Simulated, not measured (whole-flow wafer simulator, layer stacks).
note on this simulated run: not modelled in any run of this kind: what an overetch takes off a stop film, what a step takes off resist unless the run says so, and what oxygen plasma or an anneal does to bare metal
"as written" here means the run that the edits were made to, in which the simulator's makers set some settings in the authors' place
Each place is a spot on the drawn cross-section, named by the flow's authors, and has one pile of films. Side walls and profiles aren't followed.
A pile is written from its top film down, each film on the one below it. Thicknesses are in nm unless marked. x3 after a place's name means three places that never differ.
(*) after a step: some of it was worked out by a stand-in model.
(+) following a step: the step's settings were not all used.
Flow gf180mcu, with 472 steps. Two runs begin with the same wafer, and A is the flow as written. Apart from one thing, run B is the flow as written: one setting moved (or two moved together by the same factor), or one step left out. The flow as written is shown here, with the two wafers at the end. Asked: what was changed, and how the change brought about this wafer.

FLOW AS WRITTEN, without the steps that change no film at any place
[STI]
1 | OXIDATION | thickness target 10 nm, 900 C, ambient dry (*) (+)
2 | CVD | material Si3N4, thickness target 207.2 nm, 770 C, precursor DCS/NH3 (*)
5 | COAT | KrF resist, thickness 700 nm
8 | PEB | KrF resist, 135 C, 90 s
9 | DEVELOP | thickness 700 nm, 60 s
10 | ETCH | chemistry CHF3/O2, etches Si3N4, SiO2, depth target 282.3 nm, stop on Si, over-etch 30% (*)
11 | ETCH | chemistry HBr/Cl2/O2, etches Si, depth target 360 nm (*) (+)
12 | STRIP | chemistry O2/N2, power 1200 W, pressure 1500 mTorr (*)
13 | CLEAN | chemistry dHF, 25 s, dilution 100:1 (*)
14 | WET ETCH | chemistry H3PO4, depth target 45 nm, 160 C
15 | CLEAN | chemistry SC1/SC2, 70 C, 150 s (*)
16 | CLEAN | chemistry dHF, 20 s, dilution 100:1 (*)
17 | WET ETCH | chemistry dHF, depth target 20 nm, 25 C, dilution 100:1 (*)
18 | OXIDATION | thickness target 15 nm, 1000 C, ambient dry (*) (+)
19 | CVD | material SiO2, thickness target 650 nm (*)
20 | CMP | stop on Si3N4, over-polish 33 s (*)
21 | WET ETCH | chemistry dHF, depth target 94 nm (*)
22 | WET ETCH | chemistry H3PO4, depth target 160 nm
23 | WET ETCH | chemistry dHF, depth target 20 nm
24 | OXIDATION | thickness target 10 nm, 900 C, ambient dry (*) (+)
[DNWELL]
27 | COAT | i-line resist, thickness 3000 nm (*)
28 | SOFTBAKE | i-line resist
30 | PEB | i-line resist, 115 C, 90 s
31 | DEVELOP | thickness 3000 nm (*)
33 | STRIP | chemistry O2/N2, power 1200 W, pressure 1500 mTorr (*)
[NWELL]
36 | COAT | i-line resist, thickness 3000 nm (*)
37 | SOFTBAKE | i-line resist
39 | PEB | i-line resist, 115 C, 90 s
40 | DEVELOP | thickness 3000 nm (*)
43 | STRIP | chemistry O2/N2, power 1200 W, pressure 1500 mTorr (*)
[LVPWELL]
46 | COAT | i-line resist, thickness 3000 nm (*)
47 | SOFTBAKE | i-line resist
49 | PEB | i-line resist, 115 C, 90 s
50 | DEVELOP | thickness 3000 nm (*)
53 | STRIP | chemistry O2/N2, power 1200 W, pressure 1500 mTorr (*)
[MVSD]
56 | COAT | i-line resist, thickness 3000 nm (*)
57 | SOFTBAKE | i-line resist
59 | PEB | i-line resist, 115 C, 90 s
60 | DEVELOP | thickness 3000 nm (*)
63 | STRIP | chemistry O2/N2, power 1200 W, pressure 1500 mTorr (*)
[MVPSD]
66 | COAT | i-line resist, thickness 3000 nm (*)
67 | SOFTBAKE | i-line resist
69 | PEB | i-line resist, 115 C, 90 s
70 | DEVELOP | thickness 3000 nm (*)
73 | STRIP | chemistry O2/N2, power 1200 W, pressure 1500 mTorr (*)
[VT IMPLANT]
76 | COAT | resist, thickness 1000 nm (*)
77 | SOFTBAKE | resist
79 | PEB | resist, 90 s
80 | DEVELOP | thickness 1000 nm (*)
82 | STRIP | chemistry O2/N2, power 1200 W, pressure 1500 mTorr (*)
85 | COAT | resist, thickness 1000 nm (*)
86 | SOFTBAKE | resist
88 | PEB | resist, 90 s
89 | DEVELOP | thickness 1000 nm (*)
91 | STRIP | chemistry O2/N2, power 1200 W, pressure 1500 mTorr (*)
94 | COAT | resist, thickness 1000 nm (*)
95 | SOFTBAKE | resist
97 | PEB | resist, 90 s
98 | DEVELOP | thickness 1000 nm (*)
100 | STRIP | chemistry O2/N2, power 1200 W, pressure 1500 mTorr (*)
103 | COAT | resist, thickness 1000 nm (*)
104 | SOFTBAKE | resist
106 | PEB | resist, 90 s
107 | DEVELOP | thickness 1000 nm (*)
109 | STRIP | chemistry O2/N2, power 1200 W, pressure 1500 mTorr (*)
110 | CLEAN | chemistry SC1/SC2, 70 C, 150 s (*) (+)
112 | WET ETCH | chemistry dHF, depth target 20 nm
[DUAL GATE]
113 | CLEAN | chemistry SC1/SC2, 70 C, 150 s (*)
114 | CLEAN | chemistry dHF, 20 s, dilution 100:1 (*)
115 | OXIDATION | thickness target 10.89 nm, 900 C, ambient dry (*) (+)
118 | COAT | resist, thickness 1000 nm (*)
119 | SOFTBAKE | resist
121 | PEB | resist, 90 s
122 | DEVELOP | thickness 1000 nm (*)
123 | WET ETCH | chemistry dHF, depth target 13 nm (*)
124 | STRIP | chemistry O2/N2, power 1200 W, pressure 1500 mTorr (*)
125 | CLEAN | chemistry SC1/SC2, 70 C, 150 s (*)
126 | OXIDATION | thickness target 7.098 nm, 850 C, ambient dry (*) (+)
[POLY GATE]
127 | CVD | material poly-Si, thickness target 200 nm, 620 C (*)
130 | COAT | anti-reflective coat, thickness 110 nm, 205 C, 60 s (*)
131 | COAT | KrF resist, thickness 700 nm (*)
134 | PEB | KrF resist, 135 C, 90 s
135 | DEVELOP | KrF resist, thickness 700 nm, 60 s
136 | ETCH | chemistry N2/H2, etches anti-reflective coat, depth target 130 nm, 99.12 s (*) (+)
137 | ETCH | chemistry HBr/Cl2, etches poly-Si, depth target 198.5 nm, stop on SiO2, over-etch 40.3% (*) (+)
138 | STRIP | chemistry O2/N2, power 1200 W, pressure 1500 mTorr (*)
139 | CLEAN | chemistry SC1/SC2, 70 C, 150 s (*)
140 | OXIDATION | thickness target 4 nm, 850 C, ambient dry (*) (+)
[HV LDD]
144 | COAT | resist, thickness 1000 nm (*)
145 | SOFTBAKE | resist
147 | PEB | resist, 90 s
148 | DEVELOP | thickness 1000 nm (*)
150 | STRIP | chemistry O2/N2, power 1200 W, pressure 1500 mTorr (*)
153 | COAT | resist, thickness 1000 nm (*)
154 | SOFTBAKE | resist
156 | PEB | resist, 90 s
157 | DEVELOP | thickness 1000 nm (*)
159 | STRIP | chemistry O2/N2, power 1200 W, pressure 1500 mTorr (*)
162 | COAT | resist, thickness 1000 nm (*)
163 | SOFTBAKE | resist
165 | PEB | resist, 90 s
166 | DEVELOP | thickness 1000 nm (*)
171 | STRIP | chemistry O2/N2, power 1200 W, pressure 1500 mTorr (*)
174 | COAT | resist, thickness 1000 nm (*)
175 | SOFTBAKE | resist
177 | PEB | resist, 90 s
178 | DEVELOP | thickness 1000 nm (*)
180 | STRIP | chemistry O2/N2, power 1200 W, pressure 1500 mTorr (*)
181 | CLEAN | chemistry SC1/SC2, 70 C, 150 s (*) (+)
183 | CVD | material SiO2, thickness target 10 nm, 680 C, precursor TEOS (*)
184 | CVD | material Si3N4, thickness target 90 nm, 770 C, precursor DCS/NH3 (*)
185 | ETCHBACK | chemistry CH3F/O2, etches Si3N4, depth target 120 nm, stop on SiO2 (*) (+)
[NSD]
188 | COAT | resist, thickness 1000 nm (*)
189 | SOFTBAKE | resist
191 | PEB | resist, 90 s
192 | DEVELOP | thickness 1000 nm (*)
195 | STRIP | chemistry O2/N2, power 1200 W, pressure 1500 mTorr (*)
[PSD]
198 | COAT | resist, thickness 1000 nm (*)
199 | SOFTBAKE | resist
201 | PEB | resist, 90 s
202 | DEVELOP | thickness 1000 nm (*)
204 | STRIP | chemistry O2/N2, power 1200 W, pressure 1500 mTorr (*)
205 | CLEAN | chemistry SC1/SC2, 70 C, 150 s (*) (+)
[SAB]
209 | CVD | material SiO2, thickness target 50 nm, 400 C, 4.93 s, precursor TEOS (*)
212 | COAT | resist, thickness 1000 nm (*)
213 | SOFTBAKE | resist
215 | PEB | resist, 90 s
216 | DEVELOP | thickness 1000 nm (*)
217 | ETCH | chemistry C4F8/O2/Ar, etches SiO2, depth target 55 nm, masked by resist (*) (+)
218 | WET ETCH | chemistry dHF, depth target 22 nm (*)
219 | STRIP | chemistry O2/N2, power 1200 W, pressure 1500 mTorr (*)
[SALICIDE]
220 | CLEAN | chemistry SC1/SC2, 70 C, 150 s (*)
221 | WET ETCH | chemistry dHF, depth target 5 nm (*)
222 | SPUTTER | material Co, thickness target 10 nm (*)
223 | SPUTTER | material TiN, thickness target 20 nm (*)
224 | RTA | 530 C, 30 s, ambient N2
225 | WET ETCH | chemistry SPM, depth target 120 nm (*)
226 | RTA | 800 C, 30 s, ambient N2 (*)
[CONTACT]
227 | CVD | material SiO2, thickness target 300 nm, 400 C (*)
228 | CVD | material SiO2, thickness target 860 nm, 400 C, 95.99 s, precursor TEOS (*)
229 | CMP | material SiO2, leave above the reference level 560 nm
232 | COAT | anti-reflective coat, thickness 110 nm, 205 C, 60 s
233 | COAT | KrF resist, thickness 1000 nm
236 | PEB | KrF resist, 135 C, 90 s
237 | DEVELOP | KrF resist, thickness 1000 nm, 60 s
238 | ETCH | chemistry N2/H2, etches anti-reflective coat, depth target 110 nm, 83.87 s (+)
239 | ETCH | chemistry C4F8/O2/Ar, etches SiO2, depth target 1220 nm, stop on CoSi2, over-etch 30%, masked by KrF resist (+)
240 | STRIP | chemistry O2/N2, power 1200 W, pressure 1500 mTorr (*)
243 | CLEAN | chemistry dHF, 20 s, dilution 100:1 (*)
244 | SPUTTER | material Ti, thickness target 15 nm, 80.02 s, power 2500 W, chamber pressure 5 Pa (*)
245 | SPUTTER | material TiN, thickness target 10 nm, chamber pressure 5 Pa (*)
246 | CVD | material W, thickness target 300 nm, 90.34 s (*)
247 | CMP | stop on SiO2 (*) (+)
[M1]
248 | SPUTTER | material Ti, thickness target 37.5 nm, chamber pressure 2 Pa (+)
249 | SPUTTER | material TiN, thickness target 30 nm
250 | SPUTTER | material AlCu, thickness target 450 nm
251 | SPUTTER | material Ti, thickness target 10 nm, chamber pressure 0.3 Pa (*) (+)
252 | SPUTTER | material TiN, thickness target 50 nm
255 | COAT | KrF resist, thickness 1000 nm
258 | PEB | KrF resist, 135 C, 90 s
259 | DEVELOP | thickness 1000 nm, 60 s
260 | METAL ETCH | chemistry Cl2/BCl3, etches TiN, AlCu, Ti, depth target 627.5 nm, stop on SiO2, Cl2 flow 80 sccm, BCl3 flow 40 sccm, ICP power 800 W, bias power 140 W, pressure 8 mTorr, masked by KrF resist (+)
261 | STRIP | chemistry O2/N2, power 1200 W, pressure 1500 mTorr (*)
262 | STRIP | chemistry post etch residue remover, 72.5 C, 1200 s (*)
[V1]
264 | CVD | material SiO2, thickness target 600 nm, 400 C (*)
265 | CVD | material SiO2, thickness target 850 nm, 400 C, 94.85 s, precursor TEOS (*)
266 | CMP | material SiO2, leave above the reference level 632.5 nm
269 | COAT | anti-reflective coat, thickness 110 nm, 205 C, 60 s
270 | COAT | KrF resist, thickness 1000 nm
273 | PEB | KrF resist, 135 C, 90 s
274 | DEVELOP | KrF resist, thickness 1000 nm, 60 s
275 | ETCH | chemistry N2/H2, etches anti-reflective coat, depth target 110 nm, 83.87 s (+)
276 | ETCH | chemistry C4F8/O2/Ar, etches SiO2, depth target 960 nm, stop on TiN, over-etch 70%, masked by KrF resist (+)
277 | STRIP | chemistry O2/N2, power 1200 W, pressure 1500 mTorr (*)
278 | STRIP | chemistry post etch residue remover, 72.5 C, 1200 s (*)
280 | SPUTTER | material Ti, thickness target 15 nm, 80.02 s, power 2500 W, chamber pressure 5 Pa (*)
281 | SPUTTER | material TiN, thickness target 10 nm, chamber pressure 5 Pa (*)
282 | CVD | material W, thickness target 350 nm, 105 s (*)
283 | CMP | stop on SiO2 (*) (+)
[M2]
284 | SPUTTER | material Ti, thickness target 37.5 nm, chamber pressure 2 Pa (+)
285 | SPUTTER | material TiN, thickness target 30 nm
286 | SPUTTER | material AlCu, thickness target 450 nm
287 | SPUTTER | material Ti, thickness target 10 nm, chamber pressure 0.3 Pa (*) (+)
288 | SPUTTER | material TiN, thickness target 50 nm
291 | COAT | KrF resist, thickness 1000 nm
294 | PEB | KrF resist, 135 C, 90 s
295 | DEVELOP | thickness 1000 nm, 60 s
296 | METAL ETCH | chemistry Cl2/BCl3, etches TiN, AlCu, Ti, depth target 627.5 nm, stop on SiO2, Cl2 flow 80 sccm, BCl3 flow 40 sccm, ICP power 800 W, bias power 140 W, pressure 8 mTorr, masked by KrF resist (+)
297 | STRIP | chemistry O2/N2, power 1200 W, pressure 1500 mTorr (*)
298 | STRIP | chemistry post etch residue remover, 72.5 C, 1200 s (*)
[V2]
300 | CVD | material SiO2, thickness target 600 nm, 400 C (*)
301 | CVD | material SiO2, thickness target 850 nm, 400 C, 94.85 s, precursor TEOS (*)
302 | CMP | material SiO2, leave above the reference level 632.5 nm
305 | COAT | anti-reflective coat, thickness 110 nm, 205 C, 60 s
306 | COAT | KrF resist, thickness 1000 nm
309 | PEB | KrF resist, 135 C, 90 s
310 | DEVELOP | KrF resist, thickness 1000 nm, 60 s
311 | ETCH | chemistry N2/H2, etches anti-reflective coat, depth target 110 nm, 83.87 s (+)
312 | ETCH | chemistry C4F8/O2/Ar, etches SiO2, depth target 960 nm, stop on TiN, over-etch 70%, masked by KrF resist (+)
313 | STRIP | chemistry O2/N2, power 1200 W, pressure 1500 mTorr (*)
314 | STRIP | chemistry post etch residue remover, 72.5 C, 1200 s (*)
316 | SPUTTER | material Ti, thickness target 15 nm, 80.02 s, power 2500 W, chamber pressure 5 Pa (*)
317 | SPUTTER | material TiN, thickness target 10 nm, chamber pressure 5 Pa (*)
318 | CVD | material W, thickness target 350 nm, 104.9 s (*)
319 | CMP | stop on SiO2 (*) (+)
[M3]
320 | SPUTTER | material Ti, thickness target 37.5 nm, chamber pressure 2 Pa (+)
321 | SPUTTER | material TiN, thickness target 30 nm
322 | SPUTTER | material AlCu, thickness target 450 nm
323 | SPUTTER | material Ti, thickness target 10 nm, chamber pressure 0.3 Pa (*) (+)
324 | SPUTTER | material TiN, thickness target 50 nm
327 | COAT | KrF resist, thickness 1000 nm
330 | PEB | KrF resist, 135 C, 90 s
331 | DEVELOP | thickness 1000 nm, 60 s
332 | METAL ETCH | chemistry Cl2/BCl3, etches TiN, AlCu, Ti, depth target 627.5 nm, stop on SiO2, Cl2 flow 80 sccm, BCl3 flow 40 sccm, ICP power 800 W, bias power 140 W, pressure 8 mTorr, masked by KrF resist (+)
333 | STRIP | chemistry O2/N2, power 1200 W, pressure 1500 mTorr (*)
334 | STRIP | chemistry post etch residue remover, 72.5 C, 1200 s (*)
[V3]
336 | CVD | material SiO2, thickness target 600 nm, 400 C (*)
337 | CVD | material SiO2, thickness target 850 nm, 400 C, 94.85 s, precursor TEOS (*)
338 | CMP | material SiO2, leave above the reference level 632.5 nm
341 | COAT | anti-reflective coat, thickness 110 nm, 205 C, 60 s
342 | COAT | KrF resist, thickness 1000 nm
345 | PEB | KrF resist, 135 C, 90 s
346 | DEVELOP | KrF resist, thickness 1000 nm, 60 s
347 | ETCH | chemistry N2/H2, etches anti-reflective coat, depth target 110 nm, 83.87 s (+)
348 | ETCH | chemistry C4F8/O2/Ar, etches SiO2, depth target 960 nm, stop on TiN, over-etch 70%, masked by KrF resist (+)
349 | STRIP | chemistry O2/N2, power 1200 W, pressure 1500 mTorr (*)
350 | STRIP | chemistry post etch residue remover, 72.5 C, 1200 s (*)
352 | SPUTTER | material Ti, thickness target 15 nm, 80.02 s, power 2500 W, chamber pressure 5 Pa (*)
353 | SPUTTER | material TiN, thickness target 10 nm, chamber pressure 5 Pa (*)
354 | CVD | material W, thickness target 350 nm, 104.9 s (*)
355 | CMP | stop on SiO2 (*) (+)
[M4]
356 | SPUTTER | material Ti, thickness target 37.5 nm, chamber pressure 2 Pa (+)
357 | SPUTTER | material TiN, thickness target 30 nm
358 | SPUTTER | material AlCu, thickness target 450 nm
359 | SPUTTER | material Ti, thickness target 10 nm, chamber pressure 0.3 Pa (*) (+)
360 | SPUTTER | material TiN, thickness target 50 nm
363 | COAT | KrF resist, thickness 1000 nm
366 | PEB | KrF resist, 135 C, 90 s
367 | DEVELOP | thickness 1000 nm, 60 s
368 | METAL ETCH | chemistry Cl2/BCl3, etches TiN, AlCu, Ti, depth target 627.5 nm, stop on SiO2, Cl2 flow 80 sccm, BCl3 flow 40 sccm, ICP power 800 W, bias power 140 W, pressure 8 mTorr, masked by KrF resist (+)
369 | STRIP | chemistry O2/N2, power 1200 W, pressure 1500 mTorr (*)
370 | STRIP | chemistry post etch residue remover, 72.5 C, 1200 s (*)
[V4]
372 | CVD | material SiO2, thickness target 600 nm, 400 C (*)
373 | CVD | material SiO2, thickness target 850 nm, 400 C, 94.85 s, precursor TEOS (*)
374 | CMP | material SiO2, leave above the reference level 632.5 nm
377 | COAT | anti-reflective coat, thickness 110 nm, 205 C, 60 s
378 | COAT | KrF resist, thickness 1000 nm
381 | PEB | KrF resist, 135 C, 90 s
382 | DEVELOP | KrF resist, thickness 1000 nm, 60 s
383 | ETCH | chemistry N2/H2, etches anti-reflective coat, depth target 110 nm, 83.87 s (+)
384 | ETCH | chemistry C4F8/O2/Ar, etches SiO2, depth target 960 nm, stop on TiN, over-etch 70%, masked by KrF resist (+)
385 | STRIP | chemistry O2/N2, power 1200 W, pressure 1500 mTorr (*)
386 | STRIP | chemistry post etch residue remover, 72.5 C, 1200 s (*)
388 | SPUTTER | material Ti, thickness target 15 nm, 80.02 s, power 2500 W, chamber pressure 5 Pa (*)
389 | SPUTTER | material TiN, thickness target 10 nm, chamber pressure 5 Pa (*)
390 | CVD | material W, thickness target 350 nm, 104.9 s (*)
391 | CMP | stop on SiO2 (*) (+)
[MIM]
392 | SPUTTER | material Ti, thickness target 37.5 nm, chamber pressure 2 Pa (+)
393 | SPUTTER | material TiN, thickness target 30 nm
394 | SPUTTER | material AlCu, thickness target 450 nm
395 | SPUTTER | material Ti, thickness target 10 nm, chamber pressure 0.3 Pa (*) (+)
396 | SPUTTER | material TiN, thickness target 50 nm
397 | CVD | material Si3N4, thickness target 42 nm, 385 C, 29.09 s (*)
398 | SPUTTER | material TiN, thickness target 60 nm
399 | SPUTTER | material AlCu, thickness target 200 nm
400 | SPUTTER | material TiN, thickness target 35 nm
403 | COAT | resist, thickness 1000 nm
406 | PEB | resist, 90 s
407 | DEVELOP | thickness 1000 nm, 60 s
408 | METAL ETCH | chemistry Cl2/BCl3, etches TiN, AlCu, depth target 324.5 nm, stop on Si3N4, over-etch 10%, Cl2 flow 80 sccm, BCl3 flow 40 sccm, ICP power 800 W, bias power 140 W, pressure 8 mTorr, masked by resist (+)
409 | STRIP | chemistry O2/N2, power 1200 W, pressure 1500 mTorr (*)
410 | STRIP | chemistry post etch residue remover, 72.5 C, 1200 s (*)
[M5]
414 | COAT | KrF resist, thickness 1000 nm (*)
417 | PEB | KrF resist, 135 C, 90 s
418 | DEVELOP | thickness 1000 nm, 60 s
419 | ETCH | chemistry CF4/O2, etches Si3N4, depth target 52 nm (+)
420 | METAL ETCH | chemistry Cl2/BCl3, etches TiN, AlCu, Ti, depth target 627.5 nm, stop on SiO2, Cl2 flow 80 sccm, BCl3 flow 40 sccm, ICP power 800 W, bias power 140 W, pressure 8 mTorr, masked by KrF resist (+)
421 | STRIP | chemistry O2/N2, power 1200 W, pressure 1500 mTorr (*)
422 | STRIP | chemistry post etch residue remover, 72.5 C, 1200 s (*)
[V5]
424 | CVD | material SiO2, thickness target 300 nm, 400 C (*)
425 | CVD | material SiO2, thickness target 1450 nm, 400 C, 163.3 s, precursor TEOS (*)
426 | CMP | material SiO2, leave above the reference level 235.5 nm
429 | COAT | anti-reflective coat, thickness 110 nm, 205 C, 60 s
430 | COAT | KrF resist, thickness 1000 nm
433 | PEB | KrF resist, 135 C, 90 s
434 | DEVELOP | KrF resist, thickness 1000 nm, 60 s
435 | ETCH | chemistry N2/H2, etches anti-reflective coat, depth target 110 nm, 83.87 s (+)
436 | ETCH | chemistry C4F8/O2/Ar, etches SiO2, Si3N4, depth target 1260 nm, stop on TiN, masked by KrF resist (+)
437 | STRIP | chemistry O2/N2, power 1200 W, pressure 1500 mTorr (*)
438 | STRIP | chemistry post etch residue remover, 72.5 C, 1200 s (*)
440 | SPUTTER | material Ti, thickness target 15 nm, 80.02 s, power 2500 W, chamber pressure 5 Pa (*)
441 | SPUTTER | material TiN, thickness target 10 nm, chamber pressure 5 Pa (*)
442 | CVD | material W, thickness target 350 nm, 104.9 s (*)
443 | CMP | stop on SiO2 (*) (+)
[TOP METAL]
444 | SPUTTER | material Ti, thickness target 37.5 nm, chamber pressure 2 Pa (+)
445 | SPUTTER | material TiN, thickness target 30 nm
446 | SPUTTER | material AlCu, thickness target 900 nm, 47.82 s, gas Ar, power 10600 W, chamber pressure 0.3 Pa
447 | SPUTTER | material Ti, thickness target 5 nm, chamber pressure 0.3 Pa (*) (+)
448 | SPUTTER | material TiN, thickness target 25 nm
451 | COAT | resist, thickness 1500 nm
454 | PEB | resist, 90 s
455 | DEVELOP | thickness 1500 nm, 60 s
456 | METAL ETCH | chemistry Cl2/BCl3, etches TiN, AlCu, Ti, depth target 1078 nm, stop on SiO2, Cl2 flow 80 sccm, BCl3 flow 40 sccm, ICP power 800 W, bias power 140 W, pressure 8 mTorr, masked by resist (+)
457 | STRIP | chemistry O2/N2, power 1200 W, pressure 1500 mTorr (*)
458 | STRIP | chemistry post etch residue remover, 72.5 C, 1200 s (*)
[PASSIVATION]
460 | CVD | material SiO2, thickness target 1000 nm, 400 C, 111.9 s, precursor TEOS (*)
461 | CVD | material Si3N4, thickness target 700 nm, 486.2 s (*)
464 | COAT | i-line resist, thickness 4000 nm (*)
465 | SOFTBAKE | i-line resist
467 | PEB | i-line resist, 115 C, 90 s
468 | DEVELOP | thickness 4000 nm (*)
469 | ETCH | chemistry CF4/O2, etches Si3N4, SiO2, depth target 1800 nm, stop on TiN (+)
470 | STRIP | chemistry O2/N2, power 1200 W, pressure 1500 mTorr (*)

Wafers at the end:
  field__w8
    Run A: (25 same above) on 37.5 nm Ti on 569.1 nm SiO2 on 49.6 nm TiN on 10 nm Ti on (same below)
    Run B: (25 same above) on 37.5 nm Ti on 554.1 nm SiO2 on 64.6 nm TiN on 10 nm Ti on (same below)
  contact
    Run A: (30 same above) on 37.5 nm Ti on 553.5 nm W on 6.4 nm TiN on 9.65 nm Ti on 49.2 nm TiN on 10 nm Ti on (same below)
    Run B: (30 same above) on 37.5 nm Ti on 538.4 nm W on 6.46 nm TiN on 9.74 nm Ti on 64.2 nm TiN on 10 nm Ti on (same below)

Cause: step 288, SPUTTER: thickness target 65 nm was run, while the flow as written has thickness target 50 nm.

How this came from the change, step by step:
  288 | SPUTTER | material TiN, thickness target 50 nm
      field, field__w1, field__w2 and 108 more: A +50 TiN (new film) | B +65 TiN (new film)
  296 | METAL ETCH | chemistry Cl2/BCl3, etches TiN, AlCu, Ti, depth target 627.5 nm, stop on SiO2, Cl2 flow 80 sccm, BCl3 flow 40 sccm, ICP power 800 W, bias power 140 W, pressure 8 mTorr, masked by KrF resist (+)
      field, field__w1, field__w2 and 103 more: A -50 TiN (all of it), -10 Ti (all of it), -450 AlCu (all of it), -30 TiN (all of it), -37.5 Ti (all of it) | B -65 TiN (all of it), -10 Ti (all of it), -450 AlCu (all of it), -30 TiN (all of it), -37.5 Ti (all of it)
  312 | ETCH | chemistry C4F8/O2/Ar, etches SiO2, depth target 960 nm, stop on TiN, over-etch 70%, masked by KrF resist (+)
      contact: A -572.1 SiO2 (all of it) | B -557.1 SiO2 (all of it)
